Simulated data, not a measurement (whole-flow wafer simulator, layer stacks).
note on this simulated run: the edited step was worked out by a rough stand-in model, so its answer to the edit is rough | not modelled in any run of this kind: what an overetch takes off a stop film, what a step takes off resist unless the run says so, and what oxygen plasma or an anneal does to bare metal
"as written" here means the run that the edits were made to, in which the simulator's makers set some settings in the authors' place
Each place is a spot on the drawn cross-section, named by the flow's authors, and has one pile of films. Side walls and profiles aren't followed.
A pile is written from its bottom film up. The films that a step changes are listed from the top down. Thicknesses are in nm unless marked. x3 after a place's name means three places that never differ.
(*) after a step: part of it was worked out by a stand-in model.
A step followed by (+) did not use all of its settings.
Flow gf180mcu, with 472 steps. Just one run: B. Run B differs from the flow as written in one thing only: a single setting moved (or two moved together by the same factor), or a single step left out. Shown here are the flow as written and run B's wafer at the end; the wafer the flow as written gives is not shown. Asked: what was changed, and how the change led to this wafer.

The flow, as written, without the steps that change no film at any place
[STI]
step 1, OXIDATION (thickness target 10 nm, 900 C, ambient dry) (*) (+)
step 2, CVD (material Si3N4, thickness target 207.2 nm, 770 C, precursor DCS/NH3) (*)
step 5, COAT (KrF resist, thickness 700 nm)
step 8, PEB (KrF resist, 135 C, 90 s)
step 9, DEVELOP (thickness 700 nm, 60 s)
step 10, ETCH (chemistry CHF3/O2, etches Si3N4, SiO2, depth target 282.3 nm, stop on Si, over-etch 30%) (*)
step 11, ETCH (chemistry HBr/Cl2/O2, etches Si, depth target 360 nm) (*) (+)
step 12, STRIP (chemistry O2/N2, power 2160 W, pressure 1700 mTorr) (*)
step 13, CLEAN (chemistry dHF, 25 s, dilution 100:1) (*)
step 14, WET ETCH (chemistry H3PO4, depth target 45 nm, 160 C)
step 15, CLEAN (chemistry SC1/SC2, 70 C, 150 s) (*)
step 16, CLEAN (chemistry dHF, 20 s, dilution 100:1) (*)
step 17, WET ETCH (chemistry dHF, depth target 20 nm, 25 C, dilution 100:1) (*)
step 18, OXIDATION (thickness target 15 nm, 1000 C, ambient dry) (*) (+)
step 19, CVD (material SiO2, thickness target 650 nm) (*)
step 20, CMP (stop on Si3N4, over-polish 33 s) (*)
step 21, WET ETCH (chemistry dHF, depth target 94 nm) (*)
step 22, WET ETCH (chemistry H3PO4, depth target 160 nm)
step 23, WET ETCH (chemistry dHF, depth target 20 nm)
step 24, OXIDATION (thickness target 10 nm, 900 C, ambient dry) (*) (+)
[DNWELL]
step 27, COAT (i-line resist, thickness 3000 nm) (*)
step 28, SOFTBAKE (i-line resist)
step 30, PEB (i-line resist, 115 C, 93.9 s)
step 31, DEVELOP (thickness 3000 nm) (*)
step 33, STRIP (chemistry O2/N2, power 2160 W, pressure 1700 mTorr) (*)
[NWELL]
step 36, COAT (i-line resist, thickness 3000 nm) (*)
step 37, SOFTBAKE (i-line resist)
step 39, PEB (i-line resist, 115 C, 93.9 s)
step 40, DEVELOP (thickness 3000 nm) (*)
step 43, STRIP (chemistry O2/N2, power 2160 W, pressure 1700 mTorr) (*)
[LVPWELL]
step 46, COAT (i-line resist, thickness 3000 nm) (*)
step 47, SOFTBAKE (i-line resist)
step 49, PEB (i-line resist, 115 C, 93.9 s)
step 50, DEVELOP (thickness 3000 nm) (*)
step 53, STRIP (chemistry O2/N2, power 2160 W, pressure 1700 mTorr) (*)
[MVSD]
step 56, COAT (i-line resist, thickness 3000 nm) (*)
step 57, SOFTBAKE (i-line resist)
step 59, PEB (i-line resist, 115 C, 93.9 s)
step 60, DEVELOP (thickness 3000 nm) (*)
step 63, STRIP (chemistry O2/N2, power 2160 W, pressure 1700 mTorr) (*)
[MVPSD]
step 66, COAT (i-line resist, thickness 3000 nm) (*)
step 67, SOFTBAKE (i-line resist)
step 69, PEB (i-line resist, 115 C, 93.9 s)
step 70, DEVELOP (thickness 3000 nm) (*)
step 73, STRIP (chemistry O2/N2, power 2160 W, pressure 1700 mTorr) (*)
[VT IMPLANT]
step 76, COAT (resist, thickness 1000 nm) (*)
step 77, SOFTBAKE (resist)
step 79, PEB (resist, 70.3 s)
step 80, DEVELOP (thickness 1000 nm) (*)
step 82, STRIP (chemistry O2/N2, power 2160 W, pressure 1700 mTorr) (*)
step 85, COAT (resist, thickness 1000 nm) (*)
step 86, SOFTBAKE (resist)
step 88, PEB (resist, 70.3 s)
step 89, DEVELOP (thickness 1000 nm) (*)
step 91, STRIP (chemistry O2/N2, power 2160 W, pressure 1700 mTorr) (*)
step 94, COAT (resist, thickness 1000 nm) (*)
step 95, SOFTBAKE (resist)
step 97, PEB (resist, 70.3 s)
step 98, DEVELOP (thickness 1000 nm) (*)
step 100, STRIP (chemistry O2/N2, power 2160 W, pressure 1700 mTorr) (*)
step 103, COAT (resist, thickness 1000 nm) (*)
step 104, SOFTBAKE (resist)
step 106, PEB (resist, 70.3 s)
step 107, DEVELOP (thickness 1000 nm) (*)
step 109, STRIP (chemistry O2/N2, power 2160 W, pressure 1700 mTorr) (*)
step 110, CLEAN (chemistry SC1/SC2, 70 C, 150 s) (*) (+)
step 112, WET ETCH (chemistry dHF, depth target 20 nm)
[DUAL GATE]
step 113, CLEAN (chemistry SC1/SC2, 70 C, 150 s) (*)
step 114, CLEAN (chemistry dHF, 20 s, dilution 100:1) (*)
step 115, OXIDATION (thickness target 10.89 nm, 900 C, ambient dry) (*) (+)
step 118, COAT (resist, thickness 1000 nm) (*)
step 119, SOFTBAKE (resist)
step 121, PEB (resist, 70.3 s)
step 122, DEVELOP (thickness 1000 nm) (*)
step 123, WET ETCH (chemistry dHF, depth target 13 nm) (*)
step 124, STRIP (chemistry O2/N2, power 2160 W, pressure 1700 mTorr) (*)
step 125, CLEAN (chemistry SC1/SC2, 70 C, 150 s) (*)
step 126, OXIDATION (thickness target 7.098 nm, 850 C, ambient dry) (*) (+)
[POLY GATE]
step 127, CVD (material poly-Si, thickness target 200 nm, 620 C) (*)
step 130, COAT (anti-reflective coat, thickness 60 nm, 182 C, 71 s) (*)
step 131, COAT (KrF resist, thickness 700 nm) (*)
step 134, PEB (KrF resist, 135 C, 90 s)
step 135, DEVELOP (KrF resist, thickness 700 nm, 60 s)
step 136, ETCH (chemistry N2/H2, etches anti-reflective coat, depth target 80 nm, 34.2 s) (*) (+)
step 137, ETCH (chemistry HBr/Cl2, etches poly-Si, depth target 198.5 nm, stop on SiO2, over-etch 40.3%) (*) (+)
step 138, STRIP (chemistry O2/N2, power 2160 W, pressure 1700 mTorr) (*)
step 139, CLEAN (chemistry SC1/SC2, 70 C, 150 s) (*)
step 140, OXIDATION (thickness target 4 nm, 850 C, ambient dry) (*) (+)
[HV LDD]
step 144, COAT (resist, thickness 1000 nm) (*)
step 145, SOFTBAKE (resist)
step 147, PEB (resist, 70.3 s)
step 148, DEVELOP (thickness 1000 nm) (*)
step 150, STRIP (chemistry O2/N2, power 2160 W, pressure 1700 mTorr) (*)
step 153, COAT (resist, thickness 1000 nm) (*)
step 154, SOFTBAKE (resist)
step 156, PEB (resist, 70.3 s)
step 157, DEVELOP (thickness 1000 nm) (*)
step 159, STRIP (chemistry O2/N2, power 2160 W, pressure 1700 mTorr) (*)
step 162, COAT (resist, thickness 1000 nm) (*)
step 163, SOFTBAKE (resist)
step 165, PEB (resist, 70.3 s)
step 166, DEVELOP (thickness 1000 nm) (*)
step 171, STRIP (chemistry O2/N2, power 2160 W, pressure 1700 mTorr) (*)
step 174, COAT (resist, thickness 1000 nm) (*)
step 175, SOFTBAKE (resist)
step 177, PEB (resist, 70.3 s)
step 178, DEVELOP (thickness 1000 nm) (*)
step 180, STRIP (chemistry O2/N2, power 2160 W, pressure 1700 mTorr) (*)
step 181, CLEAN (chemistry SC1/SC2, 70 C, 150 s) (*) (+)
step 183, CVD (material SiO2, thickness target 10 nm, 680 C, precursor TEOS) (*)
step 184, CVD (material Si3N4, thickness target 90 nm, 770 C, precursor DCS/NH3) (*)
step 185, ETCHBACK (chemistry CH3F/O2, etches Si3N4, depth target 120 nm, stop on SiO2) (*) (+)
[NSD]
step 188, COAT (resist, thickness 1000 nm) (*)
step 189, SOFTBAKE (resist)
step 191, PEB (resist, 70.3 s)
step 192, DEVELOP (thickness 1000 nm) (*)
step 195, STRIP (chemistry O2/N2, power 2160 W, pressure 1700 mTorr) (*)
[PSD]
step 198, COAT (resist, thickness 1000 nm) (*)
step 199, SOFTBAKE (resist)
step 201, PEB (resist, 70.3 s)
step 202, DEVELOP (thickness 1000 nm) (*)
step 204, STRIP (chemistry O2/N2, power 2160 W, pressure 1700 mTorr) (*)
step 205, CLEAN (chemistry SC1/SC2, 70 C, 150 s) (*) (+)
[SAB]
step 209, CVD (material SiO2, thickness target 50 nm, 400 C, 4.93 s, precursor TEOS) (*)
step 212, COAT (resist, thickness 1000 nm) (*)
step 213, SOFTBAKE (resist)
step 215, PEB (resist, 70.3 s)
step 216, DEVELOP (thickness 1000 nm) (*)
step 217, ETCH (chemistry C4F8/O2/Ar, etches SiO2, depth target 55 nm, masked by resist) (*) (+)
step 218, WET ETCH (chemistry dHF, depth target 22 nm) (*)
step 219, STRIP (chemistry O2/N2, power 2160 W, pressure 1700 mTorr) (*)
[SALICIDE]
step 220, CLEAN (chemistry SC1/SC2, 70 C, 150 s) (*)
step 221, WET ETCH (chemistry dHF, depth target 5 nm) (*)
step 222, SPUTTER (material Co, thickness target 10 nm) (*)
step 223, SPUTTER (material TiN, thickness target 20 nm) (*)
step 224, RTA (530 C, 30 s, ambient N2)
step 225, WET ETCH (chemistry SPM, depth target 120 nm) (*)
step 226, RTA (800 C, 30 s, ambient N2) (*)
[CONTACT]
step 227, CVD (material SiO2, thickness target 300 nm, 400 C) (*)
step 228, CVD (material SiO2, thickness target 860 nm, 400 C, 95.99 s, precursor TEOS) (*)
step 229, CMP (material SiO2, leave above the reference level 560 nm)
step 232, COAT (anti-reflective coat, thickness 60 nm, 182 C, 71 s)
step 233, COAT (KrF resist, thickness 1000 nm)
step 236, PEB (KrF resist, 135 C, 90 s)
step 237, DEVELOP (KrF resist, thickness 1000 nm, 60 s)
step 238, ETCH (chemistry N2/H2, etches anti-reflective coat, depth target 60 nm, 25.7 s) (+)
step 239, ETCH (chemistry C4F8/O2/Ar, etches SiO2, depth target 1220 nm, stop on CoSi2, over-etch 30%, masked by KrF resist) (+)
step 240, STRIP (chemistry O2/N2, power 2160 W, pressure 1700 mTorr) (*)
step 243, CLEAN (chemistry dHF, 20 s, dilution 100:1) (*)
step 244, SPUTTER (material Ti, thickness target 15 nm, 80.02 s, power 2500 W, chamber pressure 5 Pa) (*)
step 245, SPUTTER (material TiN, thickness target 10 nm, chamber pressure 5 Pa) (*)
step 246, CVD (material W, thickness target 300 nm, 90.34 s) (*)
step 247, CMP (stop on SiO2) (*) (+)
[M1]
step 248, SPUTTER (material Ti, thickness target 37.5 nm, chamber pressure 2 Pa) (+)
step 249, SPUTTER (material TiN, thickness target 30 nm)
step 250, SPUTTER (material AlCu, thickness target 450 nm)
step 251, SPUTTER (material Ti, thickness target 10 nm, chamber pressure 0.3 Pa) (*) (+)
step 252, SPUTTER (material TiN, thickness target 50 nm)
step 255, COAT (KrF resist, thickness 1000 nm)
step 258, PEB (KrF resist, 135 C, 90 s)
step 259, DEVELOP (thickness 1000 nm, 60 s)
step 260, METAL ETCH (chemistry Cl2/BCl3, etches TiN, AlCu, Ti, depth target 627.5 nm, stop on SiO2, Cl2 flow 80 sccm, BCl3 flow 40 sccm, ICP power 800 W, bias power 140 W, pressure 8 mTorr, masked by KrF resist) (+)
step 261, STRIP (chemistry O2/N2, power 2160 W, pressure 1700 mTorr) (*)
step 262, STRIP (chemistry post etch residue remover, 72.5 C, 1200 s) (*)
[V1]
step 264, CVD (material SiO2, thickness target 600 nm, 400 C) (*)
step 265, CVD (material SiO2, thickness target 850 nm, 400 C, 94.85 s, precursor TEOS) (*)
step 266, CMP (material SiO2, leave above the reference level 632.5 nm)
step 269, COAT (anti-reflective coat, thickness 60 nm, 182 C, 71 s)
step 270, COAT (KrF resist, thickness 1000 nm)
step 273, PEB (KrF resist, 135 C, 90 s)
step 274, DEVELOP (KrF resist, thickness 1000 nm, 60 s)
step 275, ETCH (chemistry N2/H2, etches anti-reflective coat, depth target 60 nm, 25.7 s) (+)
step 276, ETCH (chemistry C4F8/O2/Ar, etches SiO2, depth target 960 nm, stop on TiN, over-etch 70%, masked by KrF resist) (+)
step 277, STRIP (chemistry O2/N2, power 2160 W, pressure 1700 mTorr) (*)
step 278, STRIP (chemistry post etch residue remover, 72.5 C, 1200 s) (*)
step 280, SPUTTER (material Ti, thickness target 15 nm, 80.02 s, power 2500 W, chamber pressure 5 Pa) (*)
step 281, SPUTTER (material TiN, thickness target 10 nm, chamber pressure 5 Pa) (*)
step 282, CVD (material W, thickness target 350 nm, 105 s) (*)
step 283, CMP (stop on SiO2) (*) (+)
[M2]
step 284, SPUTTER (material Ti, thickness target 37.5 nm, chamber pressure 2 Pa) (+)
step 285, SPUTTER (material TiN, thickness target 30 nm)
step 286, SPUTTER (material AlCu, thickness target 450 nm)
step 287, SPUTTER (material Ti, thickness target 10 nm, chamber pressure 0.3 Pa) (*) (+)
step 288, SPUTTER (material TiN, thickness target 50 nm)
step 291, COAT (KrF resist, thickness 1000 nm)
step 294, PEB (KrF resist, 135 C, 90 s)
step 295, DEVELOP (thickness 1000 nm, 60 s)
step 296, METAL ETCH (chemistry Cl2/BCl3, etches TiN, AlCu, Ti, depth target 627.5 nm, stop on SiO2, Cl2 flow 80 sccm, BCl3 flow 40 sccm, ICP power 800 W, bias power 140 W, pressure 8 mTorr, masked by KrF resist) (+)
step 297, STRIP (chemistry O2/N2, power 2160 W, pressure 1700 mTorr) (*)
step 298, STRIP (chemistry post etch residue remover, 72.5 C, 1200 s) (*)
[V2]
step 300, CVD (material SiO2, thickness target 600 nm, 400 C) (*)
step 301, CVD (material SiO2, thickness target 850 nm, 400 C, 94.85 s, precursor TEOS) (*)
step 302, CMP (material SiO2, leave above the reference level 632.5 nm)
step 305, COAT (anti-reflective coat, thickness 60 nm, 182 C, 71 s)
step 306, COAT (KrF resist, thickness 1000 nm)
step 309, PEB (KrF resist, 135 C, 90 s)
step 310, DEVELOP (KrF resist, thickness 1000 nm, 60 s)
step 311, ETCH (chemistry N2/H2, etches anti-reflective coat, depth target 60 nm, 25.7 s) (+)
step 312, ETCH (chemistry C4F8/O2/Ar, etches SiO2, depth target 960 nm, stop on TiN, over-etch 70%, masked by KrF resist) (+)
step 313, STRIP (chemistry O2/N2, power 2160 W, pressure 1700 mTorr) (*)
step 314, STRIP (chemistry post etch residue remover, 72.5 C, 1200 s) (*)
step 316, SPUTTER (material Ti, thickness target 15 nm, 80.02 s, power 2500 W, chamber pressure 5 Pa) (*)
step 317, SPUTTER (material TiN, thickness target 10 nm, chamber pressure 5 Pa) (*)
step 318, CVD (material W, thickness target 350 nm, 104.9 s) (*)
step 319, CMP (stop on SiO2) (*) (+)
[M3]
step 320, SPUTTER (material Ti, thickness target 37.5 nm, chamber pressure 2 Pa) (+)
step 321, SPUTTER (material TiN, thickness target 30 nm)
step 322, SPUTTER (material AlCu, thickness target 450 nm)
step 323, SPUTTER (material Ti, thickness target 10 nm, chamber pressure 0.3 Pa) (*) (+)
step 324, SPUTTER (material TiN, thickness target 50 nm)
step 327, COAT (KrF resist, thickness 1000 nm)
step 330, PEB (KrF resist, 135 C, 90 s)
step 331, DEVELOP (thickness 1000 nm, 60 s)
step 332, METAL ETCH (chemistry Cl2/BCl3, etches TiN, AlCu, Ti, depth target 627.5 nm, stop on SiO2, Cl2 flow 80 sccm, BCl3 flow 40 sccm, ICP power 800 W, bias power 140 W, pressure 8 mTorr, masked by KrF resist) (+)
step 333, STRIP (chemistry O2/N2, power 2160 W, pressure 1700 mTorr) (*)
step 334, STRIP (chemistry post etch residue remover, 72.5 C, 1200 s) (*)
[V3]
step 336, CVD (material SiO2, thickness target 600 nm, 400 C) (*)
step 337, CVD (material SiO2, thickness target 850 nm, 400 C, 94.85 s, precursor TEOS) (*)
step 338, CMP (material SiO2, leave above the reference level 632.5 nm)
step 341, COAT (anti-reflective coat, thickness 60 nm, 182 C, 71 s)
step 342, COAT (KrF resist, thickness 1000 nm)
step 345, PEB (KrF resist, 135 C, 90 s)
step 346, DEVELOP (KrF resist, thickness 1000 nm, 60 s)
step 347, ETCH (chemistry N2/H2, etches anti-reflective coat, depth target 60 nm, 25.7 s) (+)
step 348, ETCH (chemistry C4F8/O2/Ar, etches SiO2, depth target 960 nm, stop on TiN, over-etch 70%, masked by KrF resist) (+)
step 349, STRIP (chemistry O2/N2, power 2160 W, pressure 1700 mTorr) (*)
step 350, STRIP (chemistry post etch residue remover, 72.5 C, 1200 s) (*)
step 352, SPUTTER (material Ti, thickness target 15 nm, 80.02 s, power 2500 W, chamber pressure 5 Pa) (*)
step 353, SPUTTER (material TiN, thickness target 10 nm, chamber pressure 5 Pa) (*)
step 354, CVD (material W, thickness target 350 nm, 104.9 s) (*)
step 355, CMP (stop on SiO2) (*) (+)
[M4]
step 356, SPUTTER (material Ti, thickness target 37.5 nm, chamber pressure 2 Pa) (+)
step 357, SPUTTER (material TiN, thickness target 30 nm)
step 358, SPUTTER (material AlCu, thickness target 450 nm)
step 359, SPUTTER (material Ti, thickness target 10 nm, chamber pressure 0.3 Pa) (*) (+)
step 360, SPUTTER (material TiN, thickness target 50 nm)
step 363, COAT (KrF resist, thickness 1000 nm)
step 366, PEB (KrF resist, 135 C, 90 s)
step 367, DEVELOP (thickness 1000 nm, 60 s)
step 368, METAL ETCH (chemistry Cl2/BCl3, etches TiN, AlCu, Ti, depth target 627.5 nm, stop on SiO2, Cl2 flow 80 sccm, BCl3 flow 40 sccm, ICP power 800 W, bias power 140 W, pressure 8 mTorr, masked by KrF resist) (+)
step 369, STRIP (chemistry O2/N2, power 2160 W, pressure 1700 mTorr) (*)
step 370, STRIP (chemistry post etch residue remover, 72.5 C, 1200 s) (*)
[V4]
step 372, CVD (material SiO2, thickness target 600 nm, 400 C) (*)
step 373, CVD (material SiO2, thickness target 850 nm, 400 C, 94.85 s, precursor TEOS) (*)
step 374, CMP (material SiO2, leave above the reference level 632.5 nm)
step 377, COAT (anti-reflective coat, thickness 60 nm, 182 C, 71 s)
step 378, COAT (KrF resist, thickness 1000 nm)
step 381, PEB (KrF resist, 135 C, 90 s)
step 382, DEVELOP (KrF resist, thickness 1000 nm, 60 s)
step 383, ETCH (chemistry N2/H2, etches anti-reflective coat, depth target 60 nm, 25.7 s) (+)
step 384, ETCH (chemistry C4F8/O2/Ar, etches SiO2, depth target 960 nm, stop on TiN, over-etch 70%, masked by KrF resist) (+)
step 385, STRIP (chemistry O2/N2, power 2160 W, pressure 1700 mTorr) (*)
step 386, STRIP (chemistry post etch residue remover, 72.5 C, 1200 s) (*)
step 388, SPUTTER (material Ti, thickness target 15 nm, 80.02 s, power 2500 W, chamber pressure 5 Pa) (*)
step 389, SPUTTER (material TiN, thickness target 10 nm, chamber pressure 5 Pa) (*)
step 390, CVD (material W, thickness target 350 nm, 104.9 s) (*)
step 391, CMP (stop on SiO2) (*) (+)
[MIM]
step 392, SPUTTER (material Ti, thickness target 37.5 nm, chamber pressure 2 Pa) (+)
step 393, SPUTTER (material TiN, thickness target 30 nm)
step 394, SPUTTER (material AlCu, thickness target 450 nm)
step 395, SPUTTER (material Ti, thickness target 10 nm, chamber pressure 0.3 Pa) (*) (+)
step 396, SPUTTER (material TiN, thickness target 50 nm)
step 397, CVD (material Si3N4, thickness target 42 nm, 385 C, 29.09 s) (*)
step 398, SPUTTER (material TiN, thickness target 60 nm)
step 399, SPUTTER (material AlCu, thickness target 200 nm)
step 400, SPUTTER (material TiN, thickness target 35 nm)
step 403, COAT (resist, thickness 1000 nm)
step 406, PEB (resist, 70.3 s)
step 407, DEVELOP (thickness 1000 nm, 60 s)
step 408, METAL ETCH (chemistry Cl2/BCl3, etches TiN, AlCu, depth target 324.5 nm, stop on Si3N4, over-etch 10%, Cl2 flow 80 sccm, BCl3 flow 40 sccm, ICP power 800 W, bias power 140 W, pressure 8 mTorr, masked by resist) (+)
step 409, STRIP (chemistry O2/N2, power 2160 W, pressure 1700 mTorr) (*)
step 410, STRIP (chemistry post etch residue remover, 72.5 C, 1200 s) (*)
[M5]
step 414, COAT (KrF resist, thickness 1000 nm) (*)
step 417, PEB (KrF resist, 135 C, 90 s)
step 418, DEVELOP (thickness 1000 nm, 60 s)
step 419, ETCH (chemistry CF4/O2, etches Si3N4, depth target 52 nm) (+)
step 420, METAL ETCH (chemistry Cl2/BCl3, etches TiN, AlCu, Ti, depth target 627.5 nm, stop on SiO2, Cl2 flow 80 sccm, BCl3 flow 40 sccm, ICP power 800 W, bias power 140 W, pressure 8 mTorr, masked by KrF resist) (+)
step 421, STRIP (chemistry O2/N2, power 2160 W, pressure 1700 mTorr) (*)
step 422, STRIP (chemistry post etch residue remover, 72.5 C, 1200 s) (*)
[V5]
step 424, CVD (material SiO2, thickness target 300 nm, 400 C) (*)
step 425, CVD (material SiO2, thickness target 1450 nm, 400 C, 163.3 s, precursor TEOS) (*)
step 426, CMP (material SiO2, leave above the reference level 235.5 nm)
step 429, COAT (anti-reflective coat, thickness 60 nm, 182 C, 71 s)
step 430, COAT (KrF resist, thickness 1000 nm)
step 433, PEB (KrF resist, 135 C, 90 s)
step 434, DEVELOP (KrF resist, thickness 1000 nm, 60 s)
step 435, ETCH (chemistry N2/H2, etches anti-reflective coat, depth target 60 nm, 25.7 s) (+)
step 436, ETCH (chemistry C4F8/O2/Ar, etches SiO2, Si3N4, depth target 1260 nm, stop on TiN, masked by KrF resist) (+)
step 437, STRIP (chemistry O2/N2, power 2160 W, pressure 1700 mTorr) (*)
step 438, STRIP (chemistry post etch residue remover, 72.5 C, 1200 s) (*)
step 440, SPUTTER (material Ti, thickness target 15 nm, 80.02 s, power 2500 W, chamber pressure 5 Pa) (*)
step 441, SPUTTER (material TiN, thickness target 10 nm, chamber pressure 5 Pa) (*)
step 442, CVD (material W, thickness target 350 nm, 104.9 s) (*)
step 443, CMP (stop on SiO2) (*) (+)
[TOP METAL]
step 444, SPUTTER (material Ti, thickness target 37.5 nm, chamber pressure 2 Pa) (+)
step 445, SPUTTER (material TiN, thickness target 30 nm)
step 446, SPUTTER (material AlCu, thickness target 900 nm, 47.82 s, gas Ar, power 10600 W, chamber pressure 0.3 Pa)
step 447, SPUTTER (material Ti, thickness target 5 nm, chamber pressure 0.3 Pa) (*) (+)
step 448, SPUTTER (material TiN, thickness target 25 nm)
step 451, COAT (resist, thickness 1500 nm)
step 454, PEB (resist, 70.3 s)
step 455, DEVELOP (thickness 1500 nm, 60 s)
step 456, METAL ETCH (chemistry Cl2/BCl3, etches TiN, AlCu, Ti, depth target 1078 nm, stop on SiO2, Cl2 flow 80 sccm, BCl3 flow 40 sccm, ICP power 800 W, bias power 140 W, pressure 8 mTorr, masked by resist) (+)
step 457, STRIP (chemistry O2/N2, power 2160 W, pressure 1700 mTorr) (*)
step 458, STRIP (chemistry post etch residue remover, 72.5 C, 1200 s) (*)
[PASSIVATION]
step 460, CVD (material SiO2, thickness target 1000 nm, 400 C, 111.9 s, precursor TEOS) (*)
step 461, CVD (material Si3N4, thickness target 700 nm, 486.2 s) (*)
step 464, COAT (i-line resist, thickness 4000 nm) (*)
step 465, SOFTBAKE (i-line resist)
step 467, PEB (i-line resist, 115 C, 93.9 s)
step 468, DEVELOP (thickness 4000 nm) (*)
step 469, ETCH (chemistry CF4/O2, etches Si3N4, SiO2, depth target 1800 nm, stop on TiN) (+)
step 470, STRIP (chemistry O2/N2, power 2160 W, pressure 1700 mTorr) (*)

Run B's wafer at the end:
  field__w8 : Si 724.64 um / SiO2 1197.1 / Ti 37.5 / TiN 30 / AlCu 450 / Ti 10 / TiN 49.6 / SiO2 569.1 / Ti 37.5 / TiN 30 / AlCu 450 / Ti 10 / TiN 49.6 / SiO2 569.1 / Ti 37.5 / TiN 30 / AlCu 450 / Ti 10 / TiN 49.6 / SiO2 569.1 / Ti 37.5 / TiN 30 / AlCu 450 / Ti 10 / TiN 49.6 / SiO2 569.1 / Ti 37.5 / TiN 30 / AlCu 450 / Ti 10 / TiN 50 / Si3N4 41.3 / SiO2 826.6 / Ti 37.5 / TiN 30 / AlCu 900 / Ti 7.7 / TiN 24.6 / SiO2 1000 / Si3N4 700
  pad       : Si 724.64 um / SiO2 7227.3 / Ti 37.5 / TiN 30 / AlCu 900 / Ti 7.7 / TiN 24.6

Cause: step 447, SPUTTER: thickness target 7.7 nm was run, whereas the flow has thickness target 5 nm.
The wafer lets one read it off: field__w8 has Ti 7.7, and step 447 as written asks for 5 nm.

How this came from the change, step by step:
  step 447, SPUTTER (material Ti, thickness target 5 nm, chamber pressure 0.3 Pa) (*) (+)
      field, field__w1, field__w2 and 109 more: +7.7 Ti (new film) (it would be, as written: +5 Ti (new film))
  step 456, METAL ETCH (chemistry Cl2/BCl3, etches TiN, AlCu, Ti, depth target 1078 nm, stop on SiO2, Cl2 flow 80 sccm, BCl3 flow 40 sccm, ICP power 800 W, bias power 140 W, pressure 8 mTorr, masked by resist) (+)
      field, field__w1, field__w2 and 103 more: -25 TiN (all of it), -7.7 Ti (all of it), -900 AlCu (all of it), -30 TiN (all of it), -37.5 Ti (all of it) (it would be, as written: -25 TiN (all of it), -5 Ti (all of it), -900 AlCu (all of it), -30 TiN (all of it), -37.5 Ti (all of it))
